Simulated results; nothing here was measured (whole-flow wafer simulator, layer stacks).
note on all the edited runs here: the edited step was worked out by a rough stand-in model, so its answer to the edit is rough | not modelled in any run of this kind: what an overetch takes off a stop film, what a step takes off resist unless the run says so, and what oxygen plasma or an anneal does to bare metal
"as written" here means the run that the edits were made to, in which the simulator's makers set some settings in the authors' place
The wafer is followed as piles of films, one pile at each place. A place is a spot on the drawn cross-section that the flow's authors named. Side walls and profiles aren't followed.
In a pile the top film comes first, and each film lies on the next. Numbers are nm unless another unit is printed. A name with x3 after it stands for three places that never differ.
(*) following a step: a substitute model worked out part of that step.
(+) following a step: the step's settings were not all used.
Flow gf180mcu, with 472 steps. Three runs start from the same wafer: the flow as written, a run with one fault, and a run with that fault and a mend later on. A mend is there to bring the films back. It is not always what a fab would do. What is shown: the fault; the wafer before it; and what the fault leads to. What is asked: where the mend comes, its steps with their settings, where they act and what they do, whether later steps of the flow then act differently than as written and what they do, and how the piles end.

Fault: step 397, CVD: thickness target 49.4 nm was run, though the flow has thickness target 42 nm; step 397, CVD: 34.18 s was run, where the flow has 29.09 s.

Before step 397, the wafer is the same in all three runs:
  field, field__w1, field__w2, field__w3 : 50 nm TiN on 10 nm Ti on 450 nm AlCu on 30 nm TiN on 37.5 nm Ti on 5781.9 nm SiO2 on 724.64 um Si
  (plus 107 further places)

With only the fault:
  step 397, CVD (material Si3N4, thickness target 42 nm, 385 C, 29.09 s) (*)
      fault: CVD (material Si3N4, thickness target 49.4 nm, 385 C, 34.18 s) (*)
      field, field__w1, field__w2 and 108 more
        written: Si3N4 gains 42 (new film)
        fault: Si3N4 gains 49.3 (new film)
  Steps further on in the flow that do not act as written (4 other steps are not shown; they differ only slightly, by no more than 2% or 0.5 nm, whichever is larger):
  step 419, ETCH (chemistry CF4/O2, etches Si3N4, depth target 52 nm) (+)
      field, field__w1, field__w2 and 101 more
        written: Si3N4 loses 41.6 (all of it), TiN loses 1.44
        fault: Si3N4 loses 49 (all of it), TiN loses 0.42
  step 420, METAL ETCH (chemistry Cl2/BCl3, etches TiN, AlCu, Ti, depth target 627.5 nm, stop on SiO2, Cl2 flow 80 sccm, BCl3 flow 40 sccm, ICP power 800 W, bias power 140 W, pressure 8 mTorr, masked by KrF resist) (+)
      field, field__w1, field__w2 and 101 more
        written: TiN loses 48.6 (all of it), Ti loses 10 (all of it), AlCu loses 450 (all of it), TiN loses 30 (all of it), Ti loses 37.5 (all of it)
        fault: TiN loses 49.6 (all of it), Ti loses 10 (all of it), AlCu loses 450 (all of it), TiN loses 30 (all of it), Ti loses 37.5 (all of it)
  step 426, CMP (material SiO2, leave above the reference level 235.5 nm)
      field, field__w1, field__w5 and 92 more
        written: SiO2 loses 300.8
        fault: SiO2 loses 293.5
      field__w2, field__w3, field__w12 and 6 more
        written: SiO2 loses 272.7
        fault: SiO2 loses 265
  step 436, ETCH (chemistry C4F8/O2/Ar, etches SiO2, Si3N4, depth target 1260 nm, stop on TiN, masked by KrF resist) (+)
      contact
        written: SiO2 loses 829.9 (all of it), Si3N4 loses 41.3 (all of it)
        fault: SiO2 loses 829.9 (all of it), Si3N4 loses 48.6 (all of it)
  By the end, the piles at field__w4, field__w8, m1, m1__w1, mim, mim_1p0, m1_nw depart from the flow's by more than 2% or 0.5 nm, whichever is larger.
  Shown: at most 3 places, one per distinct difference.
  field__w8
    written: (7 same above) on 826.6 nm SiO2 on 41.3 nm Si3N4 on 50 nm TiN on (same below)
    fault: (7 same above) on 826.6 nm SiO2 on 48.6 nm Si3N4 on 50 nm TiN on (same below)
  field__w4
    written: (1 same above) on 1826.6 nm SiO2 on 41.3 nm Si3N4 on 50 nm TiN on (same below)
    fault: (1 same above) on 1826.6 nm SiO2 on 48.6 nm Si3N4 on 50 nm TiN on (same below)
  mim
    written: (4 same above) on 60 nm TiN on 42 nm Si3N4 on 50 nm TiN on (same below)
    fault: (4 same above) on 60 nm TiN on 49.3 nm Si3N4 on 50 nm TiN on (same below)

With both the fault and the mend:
  After step 397 comes the mend.
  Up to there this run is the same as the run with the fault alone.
  step 397a, WET ETCH (chemistry H3PO4, depth target 7.4 nm, 160 C) (the flow's step 14, run once more with other settings)
      field, field__w1, field__w2 and 108 more
        Si3N4 loses 7.4
  Later steps of the flow that are run all act as written at every place that is followed, up to a difference of at most 2% or 0.5 nm, whichever is larger.
  At the end the piles are close to the flow's at the places that both follow, differing by at most 2% or 0.5 nm, whichever is larger.
